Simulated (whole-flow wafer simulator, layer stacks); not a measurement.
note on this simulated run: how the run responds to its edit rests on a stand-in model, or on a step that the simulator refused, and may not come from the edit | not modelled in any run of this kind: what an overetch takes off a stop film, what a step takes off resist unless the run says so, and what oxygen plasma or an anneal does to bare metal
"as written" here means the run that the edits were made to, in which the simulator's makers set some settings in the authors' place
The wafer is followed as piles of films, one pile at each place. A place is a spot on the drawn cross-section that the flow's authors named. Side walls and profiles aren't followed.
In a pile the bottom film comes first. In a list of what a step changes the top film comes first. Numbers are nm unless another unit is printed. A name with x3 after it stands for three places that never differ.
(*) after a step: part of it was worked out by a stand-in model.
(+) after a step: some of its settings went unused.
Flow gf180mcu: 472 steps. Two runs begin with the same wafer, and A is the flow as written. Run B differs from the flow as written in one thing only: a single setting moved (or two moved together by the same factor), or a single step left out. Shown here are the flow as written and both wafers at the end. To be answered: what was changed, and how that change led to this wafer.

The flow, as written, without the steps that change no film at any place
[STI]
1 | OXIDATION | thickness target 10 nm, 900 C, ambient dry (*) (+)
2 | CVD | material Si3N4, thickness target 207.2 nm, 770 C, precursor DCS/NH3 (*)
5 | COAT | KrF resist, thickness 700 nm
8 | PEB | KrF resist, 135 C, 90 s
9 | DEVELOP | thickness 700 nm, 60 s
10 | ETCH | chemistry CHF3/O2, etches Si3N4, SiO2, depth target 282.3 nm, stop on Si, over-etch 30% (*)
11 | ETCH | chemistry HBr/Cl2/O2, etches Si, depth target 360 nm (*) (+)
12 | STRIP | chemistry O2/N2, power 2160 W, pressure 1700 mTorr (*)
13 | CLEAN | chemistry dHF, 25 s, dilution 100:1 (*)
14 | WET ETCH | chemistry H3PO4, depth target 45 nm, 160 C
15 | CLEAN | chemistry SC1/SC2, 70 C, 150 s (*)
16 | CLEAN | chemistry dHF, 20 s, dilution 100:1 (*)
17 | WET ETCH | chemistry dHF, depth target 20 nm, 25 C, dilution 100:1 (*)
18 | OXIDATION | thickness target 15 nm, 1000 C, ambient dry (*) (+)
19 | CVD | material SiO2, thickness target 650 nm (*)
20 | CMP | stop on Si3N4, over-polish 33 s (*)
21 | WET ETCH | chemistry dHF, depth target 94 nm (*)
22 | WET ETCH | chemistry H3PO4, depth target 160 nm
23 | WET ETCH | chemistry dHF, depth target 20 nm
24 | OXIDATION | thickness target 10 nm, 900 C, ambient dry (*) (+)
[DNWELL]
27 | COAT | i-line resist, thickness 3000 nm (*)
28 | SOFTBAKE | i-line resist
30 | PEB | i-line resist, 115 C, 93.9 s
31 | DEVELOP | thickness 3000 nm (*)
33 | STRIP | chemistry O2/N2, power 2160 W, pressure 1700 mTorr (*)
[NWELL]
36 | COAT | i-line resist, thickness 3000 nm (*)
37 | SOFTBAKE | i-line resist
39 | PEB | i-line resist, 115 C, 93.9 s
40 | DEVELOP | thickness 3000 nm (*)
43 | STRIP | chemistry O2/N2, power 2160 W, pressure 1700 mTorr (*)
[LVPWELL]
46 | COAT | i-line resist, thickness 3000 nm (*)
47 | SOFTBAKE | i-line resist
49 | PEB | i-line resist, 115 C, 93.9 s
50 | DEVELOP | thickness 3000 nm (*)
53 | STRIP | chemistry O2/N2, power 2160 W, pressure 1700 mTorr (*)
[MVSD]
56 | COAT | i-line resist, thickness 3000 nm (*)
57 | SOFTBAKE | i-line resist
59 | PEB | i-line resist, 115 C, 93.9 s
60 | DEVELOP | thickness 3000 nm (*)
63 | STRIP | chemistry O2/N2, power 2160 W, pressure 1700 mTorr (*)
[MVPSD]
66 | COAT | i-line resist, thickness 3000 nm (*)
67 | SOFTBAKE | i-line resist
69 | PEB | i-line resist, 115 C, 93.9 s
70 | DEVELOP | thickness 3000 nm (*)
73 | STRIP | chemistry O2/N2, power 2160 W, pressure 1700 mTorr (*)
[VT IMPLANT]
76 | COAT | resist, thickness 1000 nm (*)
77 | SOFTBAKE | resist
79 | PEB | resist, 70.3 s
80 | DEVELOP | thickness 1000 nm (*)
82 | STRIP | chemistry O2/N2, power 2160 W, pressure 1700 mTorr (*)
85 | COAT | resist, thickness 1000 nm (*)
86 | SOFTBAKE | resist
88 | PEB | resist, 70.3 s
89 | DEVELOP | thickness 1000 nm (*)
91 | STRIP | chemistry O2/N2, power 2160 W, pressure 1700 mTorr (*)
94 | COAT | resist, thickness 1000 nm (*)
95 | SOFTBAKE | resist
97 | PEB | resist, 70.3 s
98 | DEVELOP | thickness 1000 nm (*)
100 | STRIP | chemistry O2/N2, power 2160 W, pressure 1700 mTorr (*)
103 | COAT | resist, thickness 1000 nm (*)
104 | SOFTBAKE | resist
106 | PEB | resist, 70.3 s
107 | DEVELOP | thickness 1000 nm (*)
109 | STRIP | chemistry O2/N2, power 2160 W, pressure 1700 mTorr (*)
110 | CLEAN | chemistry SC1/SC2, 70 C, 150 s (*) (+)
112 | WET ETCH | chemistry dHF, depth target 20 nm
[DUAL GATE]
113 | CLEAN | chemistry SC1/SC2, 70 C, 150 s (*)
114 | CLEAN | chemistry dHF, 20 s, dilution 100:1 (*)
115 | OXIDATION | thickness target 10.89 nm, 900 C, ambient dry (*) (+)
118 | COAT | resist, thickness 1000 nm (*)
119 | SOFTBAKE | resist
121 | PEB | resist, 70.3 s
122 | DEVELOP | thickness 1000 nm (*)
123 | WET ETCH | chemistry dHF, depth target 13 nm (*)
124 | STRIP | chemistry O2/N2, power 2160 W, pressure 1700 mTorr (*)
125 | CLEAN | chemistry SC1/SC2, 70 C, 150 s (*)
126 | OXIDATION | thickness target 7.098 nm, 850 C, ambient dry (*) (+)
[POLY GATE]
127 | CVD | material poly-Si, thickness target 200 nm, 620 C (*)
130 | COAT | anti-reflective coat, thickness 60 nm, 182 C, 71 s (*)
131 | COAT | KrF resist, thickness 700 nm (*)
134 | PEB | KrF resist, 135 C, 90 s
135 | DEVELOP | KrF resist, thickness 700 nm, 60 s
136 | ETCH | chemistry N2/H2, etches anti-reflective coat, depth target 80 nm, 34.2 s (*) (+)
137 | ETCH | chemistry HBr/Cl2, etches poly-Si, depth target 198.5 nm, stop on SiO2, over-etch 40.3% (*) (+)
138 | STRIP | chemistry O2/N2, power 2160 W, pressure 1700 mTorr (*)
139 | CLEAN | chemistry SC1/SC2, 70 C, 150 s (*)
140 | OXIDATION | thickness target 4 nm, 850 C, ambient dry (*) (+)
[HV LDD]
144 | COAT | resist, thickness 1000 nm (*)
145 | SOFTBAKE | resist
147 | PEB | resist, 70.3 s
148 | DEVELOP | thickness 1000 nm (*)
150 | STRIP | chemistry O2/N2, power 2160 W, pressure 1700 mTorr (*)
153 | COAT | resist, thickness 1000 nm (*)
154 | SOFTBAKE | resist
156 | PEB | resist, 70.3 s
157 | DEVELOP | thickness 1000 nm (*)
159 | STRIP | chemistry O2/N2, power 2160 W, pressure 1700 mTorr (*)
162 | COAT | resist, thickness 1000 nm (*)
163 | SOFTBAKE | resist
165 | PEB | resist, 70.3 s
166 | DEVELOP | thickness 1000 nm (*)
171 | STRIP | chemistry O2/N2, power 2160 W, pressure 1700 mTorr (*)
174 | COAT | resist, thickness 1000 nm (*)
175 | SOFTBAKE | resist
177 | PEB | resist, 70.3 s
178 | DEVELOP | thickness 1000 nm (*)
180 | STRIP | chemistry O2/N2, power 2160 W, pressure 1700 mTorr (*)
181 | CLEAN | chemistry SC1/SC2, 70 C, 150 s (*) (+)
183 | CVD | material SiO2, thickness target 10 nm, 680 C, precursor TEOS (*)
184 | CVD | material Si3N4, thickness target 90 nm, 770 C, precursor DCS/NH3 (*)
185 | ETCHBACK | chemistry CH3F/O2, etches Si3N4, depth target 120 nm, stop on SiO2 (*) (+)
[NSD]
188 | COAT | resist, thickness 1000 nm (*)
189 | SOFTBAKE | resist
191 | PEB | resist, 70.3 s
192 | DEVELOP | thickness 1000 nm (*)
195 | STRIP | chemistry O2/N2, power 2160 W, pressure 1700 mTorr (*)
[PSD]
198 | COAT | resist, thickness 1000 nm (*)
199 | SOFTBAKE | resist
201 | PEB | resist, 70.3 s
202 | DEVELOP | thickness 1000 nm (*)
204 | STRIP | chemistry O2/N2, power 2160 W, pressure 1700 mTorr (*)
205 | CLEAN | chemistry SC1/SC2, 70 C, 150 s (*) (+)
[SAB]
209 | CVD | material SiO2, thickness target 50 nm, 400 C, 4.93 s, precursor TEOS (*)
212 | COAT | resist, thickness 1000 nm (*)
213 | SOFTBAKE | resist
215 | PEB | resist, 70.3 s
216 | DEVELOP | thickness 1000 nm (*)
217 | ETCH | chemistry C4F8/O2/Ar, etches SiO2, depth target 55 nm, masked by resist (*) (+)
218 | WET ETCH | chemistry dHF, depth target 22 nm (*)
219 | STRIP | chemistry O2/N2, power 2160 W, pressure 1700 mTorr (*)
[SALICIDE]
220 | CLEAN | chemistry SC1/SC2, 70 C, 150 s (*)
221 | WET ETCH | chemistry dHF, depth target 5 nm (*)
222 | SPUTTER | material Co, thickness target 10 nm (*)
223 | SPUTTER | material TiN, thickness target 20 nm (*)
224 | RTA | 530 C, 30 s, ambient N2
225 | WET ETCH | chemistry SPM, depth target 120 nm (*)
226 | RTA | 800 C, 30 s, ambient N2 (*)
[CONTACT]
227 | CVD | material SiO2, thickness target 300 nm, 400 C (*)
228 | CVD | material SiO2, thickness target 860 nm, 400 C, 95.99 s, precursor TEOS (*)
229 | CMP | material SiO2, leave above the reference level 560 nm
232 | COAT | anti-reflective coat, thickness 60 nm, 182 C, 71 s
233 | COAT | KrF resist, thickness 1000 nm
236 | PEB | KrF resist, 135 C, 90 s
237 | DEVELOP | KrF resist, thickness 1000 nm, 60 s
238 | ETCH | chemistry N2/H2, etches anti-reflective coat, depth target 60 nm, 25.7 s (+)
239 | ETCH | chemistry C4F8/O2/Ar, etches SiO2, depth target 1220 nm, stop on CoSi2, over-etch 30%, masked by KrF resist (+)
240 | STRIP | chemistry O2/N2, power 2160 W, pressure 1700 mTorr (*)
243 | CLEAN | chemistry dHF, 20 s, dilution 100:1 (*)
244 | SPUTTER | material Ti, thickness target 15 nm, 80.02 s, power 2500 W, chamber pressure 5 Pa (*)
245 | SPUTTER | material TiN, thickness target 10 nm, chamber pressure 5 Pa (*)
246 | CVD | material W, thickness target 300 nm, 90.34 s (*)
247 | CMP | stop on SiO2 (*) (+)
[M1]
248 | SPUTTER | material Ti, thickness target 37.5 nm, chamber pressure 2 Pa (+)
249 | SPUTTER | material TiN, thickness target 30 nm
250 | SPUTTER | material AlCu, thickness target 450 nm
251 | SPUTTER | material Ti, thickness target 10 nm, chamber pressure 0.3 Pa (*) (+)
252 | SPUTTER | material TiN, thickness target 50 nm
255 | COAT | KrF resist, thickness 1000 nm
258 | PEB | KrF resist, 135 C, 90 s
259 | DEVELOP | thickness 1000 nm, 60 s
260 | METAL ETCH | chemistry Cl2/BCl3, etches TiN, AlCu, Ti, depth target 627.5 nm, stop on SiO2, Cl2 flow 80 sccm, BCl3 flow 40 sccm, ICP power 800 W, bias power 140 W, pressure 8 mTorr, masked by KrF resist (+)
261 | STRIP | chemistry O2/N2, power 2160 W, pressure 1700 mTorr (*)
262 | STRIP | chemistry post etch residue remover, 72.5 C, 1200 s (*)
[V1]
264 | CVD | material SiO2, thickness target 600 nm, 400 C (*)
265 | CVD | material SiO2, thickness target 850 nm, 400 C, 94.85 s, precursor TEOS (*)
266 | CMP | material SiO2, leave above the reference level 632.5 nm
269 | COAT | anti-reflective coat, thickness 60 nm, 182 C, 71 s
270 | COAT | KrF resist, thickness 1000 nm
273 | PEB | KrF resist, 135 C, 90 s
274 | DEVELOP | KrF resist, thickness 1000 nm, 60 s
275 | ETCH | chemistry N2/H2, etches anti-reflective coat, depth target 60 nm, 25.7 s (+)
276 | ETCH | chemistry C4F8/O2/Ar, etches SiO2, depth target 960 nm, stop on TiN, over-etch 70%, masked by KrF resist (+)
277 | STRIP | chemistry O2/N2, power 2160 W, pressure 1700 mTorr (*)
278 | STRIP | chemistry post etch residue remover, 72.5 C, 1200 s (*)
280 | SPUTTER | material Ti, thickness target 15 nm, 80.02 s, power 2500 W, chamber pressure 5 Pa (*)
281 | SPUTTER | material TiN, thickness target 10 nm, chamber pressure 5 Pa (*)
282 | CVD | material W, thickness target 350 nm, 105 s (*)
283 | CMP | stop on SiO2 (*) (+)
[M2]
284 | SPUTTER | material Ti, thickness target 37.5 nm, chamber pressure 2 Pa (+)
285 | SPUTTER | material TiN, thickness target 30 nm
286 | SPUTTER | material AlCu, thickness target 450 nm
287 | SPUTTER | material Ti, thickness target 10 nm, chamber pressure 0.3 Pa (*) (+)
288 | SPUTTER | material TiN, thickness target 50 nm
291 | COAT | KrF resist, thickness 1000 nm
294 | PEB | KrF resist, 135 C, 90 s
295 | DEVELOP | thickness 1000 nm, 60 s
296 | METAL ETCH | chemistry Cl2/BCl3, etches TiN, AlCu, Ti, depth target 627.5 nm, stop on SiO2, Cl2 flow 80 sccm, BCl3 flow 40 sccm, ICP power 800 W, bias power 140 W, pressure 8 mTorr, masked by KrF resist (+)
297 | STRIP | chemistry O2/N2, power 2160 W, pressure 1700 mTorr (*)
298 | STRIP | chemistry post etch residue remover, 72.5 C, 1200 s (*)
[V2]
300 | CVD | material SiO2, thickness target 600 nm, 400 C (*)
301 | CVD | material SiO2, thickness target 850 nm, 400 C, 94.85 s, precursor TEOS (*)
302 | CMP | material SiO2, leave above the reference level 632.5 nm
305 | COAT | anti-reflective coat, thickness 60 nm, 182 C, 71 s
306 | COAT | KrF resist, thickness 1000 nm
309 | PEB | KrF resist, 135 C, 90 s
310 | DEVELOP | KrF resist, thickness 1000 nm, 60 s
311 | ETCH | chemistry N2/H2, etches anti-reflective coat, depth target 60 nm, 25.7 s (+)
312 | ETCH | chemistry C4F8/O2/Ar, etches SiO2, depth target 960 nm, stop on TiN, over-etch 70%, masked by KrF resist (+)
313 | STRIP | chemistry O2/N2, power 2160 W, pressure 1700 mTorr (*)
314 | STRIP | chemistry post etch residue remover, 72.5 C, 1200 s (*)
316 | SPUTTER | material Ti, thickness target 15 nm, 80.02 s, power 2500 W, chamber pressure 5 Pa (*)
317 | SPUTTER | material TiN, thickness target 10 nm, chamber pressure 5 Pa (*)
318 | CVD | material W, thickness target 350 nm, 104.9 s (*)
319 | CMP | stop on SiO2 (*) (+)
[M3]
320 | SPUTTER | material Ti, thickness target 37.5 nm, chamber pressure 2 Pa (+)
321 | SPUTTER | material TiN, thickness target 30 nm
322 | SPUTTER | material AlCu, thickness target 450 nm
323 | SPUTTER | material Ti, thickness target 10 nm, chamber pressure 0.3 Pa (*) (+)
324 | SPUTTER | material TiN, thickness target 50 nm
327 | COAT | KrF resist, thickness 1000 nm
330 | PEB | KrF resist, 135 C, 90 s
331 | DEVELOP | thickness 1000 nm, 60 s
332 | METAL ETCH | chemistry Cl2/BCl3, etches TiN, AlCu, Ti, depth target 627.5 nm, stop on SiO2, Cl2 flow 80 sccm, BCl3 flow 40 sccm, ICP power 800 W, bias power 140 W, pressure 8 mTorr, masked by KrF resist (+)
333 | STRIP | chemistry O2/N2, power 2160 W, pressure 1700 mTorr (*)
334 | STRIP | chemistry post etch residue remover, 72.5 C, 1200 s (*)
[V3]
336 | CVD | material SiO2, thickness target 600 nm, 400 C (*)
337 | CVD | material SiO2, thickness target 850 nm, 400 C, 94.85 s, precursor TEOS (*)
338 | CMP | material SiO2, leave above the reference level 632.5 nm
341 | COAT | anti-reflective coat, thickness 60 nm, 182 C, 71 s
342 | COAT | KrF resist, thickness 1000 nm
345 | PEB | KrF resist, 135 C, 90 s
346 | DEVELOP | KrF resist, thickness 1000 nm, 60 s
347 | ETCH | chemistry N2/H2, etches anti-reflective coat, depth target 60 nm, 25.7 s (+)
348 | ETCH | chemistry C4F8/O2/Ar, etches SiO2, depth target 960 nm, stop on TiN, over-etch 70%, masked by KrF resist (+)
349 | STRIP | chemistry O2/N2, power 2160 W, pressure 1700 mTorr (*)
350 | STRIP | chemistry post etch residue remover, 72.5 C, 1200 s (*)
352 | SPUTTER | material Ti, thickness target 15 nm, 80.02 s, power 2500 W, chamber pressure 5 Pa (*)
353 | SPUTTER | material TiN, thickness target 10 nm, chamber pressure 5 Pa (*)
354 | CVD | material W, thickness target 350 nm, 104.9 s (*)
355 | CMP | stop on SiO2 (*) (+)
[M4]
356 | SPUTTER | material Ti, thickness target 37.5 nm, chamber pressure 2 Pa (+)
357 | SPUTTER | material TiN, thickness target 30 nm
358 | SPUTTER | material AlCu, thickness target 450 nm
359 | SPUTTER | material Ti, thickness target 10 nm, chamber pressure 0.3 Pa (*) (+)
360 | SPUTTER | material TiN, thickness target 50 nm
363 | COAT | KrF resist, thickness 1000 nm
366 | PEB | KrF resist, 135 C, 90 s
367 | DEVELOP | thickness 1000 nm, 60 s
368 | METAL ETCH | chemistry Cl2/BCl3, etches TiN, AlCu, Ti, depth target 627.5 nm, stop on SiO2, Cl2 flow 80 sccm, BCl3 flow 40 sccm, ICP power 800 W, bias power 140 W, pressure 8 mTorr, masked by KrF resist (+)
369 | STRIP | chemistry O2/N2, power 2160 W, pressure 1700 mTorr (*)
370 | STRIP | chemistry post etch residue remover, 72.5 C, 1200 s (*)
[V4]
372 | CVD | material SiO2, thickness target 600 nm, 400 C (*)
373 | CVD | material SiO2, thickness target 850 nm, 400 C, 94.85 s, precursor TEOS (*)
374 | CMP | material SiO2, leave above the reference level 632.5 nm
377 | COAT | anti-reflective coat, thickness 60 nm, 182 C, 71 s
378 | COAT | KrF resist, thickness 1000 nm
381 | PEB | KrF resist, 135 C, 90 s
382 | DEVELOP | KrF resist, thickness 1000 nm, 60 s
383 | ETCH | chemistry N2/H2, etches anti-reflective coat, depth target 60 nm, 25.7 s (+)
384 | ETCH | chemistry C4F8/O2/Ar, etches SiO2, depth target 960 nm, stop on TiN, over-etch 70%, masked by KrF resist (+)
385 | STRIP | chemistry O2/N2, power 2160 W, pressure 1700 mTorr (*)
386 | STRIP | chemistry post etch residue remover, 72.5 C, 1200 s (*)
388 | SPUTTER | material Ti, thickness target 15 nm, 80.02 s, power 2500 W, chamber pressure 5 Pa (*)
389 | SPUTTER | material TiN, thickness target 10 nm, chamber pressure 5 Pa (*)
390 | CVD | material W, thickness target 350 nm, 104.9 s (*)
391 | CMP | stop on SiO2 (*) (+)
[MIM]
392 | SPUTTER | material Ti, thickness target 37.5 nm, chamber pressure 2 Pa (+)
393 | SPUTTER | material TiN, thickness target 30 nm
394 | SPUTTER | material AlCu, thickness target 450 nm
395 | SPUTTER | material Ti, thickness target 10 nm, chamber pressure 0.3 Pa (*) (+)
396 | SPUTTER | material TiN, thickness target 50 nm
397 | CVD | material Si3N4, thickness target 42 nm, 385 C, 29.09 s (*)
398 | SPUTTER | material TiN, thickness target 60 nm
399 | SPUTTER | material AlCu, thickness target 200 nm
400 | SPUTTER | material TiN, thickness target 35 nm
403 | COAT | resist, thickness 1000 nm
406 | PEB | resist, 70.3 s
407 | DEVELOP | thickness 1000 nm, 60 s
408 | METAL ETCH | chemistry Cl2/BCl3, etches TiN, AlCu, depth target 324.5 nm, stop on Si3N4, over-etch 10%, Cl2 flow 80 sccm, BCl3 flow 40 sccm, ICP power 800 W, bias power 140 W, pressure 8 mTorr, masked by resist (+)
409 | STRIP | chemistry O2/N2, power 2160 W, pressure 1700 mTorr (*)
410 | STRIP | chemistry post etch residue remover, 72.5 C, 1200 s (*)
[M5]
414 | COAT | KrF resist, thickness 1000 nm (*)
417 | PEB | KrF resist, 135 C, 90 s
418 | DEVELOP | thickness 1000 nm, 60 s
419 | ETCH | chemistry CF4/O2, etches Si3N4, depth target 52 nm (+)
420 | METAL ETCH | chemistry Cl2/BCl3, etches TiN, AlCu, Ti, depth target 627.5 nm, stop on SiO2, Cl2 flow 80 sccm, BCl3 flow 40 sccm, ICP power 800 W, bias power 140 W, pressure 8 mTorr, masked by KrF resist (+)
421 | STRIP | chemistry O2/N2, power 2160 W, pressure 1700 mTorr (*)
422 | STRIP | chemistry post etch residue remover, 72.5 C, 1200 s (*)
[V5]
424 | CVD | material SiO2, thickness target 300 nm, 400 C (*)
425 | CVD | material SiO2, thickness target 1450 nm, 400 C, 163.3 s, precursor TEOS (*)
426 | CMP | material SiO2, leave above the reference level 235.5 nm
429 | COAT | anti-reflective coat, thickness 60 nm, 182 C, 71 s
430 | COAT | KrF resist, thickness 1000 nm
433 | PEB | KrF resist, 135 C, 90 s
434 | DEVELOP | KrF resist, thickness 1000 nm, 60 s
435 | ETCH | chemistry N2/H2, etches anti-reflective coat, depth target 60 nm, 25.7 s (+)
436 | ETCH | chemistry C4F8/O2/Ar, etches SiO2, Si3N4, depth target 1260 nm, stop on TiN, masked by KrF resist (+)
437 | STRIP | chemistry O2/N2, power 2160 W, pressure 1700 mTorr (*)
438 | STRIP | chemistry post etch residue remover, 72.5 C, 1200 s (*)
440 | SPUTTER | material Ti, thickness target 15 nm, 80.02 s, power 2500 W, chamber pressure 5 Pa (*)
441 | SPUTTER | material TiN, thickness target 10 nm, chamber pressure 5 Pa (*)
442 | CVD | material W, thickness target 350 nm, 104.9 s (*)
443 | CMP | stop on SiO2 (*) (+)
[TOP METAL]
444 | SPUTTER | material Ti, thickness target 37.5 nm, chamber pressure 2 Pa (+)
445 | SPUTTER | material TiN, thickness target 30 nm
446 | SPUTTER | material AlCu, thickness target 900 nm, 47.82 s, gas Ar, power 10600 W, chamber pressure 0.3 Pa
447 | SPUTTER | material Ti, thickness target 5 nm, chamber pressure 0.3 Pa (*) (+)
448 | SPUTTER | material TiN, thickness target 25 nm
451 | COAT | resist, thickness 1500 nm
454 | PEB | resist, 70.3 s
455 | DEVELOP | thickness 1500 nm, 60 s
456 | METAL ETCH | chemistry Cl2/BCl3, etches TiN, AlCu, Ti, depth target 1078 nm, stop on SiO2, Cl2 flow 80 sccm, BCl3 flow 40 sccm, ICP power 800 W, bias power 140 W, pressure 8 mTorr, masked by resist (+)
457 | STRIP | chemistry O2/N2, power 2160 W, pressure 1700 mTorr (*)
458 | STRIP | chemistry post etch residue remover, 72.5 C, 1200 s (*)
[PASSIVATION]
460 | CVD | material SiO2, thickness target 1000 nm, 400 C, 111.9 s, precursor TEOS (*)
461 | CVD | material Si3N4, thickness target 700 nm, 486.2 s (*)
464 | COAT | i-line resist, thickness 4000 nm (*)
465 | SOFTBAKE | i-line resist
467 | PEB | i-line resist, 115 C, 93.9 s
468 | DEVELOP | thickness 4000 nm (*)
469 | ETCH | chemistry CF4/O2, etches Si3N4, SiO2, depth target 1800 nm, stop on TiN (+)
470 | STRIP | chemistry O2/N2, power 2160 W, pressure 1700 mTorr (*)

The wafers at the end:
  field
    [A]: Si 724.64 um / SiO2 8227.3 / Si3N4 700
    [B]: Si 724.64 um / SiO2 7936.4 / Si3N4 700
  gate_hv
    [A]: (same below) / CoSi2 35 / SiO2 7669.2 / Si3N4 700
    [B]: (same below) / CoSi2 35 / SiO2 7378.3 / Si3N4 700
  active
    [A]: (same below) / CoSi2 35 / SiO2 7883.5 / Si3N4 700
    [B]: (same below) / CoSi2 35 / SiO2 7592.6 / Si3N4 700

Cause: step 338, CMP: leave above the reference level 341.6 nm was run, whereas the flow has leave above the reference level 632.5 nm.

How this came from the change, step by step:
  338 | CMP | material SiO2, leave above the reference level 632.5 nm
      field, field__w1, field__w2 and 103 more: A -300 SiO2 | B -590.9 SiO2
      field__w8, contact, m1, m1__w1, m1_nw: A -877.1 SiO2 | B -1168 SiO2
  348 | ETCH | chemistry C4F8/O2/Ar, etches SiO2, depth target 960 nm, stop on TiN, over-etch 70%, masked by KrF resist (+)
      field, field__w1, field__w2 and 107 more: A -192 KrF resist | B -95.7 KrF resist
      contact: A -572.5 SiO2 (all of it) | B -281.6 SiO2 (all of it)
  349 | STRIP | chemistry O2/N2, power 2160 W, pressure 1700 mTorr (*)
      field, field__w1, field__w2 and 107 more: A -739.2 KrF resist (all of it), -60 anti-reflective coat (all of it) | B -835.5 KrF resist (all of it), -60 anti-reflective coat (all of it)
  352 | SPUTTER | material Ti, thickness target 15 nm, 80.02 s, power 2500 W, chamber pressure 5 Pa (*)
      contact: A +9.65 Ti (new film) | B +11.6 Ti (new film)
  353 | SPUTTER | material TiN, thickness target 10 nm, chamber pressure 5 Pa (*)
      contact: A +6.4 TiN (new film) | B +7.69 TiN (new film)
  354 | CVD | material W, thickness target 350 nm, 104.9 s (*)
      contact: A +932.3 W (new film) | B +638.2 W (new film)
